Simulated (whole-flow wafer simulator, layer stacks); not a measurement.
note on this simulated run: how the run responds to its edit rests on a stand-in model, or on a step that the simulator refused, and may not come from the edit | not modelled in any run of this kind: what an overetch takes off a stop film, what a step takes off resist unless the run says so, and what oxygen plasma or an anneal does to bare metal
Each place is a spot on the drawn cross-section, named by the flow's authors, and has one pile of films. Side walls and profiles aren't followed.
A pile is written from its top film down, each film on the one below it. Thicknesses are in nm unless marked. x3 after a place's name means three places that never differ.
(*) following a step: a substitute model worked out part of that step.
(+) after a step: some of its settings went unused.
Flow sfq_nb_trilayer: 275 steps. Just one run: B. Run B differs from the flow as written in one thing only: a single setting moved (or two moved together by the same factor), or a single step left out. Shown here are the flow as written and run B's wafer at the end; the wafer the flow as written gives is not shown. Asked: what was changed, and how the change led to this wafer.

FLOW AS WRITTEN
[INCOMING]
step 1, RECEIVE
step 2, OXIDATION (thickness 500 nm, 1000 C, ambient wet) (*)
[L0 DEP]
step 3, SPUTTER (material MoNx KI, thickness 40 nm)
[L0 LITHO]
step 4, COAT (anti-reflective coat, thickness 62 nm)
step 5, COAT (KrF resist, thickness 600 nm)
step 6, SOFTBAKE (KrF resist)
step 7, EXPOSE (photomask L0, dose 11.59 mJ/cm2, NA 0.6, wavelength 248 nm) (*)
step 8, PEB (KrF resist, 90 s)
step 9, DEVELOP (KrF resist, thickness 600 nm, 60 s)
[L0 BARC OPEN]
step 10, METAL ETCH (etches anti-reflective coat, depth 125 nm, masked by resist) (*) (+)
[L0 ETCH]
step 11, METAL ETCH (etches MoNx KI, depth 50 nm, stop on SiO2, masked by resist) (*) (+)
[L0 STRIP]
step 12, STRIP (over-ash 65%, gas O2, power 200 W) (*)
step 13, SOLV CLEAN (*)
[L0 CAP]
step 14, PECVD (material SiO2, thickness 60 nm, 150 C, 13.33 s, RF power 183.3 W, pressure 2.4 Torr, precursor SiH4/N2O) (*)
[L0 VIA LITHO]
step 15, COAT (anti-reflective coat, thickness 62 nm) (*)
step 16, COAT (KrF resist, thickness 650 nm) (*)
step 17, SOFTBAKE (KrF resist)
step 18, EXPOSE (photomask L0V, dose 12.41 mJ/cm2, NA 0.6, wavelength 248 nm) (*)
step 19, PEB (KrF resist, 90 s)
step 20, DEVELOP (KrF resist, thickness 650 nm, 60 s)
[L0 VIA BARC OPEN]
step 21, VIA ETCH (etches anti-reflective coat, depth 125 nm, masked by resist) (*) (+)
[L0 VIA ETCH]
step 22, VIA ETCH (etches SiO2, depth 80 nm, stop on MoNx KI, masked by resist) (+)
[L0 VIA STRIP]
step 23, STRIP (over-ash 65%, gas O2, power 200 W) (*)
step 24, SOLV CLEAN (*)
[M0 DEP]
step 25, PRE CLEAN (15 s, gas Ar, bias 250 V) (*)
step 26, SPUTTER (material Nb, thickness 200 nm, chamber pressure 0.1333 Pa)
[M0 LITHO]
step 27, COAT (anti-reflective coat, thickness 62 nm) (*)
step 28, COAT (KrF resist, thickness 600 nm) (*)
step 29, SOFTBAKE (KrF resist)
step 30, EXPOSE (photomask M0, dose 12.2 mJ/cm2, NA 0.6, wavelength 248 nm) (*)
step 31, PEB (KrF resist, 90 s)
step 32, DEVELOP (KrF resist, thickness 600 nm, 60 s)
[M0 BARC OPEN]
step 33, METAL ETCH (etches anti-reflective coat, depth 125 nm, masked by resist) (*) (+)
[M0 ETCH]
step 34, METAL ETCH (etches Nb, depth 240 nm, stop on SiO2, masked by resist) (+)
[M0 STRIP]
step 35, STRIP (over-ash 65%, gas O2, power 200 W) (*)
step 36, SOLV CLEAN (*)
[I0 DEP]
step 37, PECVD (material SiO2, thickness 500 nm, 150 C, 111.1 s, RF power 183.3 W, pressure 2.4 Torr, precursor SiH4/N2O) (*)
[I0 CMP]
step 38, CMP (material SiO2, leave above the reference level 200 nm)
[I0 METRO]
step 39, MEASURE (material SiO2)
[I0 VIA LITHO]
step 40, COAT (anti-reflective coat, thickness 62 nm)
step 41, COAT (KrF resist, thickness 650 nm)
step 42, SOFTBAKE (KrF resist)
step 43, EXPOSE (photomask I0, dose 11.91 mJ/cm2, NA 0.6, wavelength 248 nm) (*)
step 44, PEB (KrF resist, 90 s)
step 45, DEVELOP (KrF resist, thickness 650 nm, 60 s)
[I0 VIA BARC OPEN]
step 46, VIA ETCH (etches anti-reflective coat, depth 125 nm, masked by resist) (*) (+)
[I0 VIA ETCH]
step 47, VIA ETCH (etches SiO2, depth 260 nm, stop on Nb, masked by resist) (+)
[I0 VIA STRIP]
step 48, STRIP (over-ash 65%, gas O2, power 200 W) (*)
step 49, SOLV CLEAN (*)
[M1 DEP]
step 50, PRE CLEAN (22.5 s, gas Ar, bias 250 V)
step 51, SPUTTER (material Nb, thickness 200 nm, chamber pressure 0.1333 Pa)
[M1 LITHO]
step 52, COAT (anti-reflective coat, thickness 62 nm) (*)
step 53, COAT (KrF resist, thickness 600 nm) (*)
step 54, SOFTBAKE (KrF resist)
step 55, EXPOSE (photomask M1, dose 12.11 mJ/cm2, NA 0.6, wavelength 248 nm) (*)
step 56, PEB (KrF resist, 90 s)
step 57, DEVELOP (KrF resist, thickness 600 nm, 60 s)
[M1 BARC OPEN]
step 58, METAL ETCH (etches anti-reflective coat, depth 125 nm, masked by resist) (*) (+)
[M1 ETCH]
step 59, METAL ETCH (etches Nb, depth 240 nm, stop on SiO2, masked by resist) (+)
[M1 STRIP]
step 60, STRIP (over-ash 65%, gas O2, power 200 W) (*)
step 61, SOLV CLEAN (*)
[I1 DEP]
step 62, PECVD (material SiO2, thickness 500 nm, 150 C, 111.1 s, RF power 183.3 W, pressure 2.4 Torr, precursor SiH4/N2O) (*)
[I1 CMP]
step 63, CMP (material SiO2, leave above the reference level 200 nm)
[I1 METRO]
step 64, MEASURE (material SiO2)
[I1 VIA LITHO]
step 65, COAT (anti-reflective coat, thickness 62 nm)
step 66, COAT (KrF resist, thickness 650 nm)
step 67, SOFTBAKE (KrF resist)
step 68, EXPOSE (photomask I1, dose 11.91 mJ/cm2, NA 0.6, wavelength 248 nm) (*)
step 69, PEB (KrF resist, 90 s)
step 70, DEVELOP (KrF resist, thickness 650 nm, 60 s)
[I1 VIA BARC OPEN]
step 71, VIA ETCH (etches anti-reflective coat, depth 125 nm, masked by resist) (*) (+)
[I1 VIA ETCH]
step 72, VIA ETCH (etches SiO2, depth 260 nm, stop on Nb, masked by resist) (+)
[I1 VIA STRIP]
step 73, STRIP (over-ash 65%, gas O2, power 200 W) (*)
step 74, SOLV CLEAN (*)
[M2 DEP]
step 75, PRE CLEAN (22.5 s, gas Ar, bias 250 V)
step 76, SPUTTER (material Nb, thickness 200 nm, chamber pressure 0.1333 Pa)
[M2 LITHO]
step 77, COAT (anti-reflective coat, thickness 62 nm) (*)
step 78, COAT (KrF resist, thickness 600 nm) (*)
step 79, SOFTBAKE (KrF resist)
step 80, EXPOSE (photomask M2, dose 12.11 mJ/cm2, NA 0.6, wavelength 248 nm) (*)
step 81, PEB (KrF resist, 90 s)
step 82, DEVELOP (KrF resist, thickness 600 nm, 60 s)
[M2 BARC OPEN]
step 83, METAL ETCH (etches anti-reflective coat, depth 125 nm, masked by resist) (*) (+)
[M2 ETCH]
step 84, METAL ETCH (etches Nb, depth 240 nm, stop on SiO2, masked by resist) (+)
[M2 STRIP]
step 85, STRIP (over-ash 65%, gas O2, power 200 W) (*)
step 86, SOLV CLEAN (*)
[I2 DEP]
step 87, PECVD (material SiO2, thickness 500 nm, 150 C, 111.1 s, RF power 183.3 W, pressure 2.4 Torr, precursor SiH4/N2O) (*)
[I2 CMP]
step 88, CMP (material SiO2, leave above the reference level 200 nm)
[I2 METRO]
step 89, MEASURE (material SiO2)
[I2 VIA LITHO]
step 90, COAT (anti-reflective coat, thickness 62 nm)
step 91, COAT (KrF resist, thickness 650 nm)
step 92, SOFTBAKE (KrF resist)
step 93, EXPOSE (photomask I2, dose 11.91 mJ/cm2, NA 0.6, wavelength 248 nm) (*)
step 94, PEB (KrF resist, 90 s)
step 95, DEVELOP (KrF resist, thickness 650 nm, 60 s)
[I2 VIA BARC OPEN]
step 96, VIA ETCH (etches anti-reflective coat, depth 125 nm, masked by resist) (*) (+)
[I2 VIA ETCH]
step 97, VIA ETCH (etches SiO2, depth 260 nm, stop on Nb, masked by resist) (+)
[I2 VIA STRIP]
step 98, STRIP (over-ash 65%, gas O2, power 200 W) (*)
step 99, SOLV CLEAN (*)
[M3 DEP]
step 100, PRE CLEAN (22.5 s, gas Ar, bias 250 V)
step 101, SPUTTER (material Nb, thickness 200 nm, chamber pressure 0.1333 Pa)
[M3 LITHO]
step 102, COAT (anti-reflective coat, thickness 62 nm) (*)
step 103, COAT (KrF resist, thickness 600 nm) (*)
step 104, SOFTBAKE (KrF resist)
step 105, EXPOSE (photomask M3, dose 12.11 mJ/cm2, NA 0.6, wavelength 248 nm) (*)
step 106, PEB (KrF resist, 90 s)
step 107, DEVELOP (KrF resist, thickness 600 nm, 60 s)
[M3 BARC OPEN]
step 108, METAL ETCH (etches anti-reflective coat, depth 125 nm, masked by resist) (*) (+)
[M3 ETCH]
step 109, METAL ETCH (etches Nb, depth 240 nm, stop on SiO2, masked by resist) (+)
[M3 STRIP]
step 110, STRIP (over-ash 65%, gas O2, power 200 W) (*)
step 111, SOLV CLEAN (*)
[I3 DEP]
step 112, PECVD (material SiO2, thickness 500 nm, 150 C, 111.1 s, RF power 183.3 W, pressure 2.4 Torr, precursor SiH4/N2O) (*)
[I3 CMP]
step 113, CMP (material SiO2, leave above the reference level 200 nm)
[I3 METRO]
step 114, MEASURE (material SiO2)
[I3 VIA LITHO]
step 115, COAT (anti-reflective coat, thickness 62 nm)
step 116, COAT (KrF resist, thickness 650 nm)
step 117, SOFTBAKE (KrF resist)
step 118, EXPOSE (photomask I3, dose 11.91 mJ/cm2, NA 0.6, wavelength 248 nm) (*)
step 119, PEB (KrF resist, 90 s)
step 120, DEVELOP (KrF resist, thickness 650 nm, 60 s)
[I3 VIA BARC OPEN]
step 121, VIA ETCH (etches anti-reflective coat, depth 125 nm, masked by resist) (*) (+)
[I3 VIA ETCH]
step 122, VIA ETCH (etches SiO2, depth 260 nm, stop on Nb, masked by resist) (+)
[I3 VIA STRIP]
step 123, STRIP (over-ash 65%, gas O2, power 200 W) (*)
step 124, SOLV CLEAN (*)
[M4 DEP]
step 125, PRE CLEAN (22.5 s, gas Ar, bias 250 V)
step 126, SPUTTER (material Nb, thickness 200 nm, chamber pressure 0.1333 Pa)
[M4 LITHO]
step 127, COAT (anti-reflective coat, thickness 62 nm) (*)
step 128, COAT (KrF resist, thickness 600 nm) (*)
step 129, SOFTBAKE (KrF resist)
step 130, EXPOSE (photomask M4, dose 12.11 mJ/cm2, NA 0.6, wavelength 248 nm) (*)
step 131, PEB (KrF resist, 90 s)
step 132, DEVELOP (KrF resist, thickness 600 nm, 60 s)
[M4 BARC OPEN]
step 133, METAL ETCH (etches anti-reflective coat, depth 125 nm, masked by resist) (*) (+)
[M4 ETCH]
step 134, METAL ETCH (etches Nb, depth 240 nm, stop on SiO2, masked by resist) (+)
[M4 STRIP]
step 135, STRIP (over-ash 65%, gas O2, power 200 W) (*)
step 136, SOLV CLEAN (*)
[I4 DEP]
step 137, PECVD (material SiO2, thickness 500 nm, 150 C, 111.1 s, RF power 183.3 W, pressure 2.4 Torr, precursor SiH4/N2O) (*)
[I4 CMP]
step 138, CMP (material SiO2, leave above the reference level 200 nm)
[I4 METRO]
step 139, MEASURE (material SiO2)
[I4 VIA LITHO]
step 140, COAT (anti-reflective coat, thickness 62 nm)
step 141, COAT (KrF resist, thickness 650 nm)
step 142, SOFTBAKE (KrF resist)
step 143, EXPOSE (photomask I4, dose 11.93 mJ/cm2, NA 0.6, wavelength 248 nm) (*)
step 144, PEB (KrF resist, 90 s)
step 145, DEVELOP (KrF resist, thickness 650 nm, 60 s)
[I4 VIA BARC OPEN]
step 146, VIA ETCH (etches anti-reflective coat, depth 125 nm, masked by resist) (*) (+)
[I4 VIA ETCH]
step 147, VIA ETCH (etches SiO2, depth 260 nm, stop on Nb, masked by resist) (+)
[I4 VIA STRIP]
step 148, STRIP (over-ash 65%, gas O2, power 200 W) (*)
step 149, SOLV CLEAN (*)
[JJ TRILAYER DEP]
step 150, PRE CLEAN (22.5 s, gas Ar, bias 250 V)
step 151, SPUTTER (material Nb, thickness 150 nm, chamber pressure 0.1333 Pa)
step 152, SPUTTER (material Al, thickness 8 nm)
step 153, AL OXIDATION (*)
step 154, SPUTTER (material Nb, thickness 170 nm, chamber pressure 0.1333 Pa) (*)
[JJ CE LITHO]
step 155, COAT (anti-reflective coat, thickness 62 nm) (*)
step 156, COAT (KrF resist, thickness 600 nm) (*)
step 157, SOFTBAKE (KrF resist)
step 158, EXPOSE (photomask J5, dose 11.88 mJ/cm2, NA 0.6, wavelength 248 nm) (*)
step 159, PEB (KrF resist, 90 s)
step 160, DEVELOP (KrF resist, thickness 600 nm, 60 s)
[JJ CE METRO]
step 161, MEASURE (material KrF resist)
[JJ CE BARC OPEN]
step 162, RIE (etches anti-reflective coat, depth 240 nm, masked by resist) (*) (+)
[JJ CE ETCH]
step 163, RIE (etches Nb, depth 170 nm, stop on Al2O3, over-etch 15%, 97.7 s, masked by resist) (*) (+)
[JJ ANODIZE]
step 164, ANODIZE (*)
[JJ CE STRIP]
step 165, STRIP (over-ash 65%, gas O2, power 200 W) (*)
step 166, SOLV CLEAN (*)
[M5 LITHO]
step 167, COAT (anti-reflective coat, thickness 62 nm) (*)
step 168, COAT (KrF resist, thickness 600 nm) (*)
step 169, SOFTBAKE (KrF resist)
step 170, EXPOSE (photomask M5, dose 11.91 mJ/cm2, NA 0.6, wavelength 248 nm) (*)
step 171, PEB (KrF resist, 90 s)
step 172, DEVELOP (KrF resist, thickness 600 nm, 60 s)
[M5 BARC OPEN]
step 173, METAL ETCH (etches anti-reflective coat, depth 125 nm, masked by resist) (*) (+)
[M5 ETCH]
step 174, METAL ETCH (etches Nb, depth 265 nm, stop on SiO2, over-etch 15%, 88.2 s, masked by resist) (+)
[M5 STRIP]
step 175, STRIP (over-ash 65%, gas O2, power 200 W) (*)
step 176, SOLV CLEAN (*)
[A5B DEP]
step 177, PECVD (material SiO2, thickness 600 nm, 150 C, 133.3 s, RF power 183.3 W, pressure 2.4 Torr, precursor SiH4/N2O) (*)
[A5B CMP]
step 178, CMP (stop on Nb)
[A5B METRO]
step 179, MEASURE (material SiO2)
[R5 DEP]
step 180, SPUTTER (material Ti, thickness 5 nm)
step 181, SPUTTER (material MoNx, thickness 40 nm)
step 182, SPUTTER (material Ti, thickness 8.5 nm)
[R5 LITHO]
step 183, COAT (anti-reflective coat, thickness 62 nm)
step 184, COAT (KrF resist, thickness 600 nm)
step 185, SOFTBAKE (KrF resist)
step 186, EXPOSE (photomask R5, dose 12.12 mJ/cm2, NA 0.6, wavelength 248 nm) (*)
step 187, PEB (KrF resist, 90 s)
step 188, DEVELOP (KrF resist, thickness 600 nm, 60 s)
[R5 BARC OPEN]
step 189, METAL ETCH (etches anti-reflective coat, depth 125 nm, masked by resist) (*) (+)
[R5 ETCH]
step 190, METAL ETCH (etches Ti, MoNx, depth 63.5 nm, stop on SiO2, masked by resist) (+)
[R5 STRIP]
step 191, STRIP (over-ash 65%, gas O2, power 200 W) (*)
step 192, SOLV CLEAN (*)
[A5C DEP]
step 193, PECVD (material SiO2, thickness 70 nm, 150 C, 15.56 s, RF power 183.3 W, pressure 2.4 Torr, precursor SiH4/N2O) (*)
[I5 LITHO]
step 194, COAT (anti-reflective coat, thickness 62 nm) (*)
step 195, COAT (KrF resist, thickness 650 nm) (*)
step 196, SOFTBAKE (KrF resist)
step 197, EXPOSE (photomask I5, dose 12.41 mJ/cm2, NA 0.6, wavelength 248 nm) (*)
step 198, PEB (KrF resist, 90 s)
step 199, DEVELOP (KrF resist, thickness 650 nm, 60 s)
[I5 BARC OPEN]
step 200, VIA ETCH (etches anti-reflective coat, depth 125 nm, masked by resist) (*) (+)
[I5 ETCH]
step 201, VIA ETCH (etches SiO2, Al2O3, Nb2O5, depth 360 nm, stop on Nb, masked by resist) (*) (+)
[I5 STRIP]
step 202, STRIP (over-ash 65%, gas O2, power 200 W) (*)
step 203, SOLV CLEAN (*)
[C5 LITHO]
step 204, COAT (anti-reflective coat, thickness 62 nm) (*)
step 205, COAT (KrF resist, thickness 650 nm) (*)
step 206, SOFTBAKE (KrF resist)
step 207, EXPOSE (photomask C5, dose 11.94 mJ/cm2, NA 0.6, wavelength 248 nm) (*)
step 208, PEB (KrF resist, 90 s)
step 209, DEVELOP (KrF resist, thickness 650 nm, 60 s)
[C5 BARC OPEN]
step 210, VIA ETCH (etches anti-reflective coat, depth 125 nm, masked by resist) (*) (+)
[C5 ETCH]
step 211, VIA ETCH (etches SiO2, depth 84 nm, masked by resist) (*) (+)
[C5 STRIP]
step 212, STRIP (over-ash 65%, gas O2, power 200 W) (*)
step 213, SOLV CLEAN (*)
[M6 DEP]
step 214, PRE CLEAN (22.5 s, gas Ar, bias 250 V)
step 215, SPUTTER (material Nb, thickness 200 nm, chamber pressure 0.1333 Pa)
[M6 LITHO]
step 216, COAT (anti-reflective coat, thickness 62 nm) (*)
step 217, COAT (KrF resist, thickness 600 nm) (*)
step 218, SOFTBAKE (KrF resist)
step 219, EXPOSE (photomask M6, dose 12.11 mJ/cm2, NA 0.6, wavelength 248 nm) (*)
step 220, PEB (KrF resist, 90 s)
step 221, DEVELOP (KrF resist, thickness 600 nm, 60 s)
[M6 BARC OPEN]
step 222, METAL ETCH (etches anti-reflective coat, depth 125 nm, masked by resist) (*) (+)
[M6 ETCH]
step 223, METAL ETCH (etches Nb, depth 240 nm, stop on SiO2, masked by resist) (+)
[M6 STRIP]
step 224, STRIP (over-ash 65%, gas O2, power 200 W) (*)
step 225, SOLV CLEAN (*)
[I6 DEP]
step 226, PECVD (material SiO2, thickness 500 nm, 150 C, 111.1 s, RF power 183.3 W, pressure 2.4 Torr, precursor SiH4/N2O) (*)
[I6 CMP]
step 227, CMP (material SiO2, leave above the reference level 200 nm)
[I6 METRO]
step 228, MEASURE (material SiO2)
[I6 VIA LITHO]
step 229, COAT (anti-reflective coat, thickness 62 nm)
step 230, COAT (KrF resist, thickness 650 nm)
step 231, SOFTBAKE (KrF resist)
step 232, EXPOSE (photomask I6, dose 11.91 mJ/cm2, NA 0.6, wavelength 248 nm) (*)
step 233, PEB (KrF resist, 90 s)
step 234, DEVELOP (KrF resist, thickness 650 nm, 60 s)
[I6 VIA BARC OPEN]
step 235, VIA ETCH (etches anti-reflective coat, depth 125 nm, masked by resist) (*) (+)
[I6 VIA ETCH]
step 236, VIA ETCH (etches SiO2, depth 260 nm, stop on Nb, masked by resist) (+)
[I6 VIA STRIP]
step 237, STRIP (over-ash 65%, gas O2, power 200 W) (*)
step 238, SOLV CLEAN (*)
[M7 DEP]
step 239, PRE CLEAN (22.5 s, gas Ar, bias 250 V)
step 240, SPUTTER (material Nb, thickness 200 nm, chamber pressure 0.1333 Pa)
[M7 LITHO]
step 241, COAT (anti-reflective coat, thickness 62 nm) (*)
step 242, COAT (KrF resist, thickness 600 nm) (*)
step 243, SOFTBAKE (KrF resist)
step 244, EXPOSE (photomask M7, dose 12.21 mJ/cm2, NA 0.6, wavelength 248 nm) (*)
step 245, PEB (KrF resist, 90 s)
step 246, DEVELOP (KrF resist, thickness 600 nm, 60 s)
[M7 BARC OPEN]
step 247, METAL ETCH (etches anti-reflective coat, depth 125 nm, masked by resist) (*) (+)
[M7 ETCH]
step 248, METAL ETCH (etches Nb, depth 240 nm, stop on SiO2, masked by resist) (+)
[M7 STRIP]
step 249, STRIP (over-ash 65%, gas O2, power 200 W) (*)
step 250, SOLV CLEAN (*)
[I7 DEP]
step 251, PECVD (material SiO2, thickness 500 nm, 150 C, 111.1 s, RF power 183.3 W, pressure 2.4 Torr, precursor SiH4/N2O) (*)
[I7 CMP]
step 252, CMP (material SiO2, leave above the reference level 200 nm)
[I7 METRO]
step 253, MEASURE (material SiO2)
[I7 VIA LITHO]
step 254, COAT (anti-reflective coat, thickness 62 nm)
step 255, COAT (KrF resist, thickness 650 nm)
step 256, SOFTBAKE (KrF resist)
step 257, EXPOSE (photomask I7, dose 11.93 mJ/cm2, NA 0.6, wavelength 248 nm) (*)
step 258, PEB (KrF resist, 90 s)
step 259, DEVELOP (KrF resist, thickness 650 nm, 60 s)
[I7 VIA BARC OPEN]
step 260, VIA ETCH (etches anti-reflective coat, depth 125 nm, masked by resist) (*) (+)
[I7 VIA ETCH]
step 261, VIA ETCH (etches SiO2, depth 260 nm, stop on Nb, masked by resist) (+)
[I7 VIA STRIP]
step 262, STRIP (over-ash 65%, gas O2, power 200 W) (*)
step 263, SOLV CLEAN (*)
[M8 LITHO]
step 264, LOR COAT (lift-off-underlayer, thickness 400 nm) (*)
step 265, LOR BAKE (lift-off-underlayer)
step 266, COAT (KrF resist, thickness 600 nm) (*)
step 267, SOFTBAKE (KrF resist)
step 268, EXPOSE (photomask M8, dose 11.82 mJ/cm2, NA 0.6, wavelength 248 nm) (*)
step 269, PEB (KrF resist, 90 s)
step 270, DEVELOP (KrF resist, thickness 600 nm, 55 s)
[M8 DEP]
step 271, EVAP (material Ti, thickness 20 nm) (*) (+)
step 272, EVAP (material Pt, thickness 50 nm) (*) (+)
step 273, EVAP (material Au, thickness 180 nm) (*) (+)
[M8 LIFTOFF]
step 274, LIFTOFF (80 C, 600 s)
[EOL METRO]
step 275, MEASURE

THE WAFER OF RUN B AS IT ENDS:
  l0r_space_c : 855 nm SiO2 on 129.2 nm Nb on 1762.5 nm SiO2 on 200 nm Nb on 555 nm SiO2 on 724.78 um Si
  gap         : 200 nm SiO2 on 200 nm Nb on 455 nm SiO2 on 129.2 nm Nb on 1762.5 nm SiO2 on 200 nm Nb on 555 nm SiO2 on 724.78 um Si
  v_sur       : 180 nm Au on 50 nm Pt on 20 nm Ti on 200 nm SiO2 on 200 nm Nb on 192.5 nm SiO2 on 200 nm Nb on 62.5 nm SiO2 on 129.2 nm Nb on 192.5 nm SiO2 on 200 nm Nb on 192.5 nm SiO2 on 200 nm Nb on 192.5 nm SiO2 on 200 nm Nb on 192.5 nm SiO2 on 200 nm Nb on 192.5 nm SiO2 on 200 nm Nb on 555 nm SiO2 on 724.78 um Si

Cause: step 175, STRIP: over-ash 65%, gas O2, power 200 W (*), was omitted.

Step by step, how the change led to this:
  step 177, PECVD (material SiO2, thickness 600 nm, 150 C, 133.3 s, RF power 183.3 W, pressure 2.4 Torr, precursor SiH4/N2O) (*)
      r_sur, res, r_end, moat, field_r, lsp_l: SiO2 gains 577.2 (as written it would have been: SiO2 gains 592.9)
      lsp_m, ln_m6, lsp_r, l0_sur, l0v: SiO2 gains 581.6 (as written it would have been: SiO2 gains 593.9)
  step 178, CMP (stop on Nb)
      l0r_line_l, l0r_line_c, l0r_space_c and 27 more: SiO2 loses 600 (all of it), KrF resist loses 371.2 (all of it), anti-reflective coat loses 62 (all of it), Al2O3 loses 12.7 (all of it), Nb2O5 loses 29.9 (all of it) (as written it would have been: SiO2 loses 453.5)
      p4_fl, p4_fm, p4_w1 and 21 more: SiO2 loses 780.2 (all of it) (as written it would have been: SiO2 loses 259.3)
      (and at 52 other places as well)
  step 180, SPUTTER (material Ti, thickness 5 nm)
      via_wl, via_wr: Ti gains 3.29 (new film) (as written it would have been: Ti gains 5 (new film))
      r_sur: Ti gains 3.65 (new film) (as written it would have been: Ti gains 5 (new film))
      (and at 1 other place as well)
  step 181, SPUTTER (material MoNx, thickness 40 nm)
      lsp_m, ln_m6, lsp_r, l0_sur, l0v: MoNx gains 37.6 (new film) (as written it would have been: MoNx gains 40 (new film))
      res, r_end, moat, field_r: MoNx gains 39 (new film) (as written it would have been: MoNx gains 40 (new film))
      (and at 5 other places as well)
  step 182, SPUTTER (material Ti, thickness 8.5 nm)
      lsp_m, ln_m6, lsp_r, l0_sur, l0v: Ti gains 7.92 (new film) (as written it would have been: Ti gains 8.5 (new film))
      via_wl, via_wr: Ti gains 5.4 (new film) (as written it would have been: Ti gains 8.5 (new film))
      (and at 3 other places as well)
  step 183, COAT (anti-reflective coat, thickness 62 nm)
      p3_l3, p3_s3, p3_s4, p3_l5: anti-reflective coat gains 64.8 (new film) (as written it would have been: anti-reflective coat gains 62 (new film))
      c5j, wl_g_m5: anti-reflective coat gains 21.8 (new film) (as written it would have been: anti-reflective coat gains 62 (new film))
      (and at 66 other places as well)
  step 184, COAT (KrF resist, thickness 600 nm)
      moat, p3_fr: KrF resist gains 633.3 (new film) (as written it would have been: KrF resist gains 600 (new film))
      m5r_space_l, m5r_space_r: KrF resist gains 706.9 (new film) (as written it would have been: KrF resist gains 600 (new film))
      (and at 61 other places as well)
  step 187, PEB (KrF resist, 90 s)
      wl_jj: KrF resist loses 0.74 (as written it would have been: KrF resist loses 1.25)
  step 188, DEVELOP (KrF resist, thickness 600 nm, 60 s)
      moat, p3_fr: KrF resist loses 632 (all of it) (as written it would have been: KrF resist loses 598.7 (all of it))
      m5r_space_l, m5r_space_r: KrF resist loses 705.4 (all of it) (as written it would have been: KrF resist loses 598.7 (all of it))
      (and at 57 other places as well)
  step 189, METAL ETCH (etches anti-reflective coat, depth 125 nm, masked by resist) (*) (+)
      via_wl, via_wr: anti-reflective coat loses 125 (as written it would have been: anti-reflective coat loses 62 (all of it))
      be_r, r_sur, res, r_end, r5r_line_l, r5r_line_c, r5r_line_r: KrF resist loses 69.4 (as written it would have been: KrF resist loses 51.7)
      (and at 66 other places as well)
  step 190, METAL ETCH (etches Ti, MoNx, depth 63.5 nm, stop on SiO2, masked by resist) (+)
      v_sur, via_sp, via_v and 63 more: Ti loses 8.5 (all of it), MoNx loses 40 (all of it), Ti loses 5 (all of it), Nb loses 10 (as written it would have been: Ti loses 8.5 (all of it), MoNx loses 40 (all of it), Ti loses 5 (all of it))
      lsp_m, ln_m6: Ti loses 7.92 (all of it), MoNx loses 37.6 (all of it), Ti loses 4.66 (all of it), Nb loses 13.3 (as written it would have been: Ti loses 8.5 (all of it), MoNx loses 40 (all of it), Ti loses 5 (all of it))
      (and at 9 other places as well)
  step 191, STRIP (over-ash 65%, gas O2, power 200 W) (*)
      r5r_line_l, r5r_line_c, r5r_line_r: KrF resist loses 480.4 (all of it), anti-reflective coat loses 62 (all of it) (as written it would have been: KrF resist loses 498.2 (all of it), anti-reflective coat loses 62 (all of it))
      be_r: KrF resist loses 376.4 (all of it), anti-reflective coat loses 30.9 (all of it) (as written it would have been: KrF resist loses 498.2 (all of it), anti-reflective coat loses 62 (all of it))
      (and at 3 other places as well)
  step 193, PECVD (material SiO2, thickness 70 nm, 150 C, 15.56 s, RF power 183.3 W, pressure 2.4 Torr, precursor SiH4/N2O) (*)
      v_sur, via_sp, via_v and 62 more: SiO2 gains 70 (new film) (as written it would have been: SiO2 gains 70)
      via_wl, via_w: SiO2 gains 67.3 (new film) (as written it would have been: SiO2 gains 70)
      (and at 4 other places as well)
  step 194, COAT (anti-reflective coat, thickness 62 nm) (*)
      p3_l4, p3_l5, wl_c_m6: anti-reflective coat gains 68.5 (new film) (as written it would have been: anti-reflective coat gains 62 (new film))
      wl_e_sl, wl_e_sr, wl_g_sl: anti-reflective coat gains 79.4 (new film) (as written it would have been: anti-reflective coat gains 62 (new film))
      (and at 67 other places as well)
  step 195, COAT (KrF resist, thickness 650 nm) (*)
      m5r_space_l, m5r_space_r: KrF resist gains 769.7 (new film) (as written it would have been: KrF resist gains 650 (new film))
      m5r_linepad_l, m5r_linepad_r: KrF resist gains 536.1 (new film) (as written it would have been: KrF resist gains 650 (new film))
      (and at 65 other places as well)
  step 198, PEB (KrF resist, 90 s)
      wl_jj: KrF resist loses 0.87 (as written it would have been: KrF resist loses 1.39)
  ... 42 other steps ...
  step 274, LIFTOFF (80 C, 600 s)
      c5j, ce_r: Au loses 180 (all of it), Pt loses 50 (all of it), Ti loses 20 (all of it), KrF resist loses 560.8 (all of it), lift-off-underlayer loses 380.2 (all of it) (as written it would have been: Au loses 180 (all of it), Pt loses 50 (all of it), Ti loses 20 (all of it), KrF resist loses 573.3 (all of it), lift-off-underlayer loses 399.3 (all of it))
      m5r_line_l, m5r_line_r: Au loses 180 (all of it), Pt loses 50 (all of it), Ti loses 20 (all of it), KrF resist loses 571.6 (all of it), lift-off-underlayer loses 380.3 (all of it) (as written it would have been: Au loses 180 (all of it), Pt loses 50 (all of it), Ti loses 20 (all of it), KrF resist loses 576.2 (all of it), lift-off-underlayer loses 400 (all of it))
      (and at 45 other places as well)
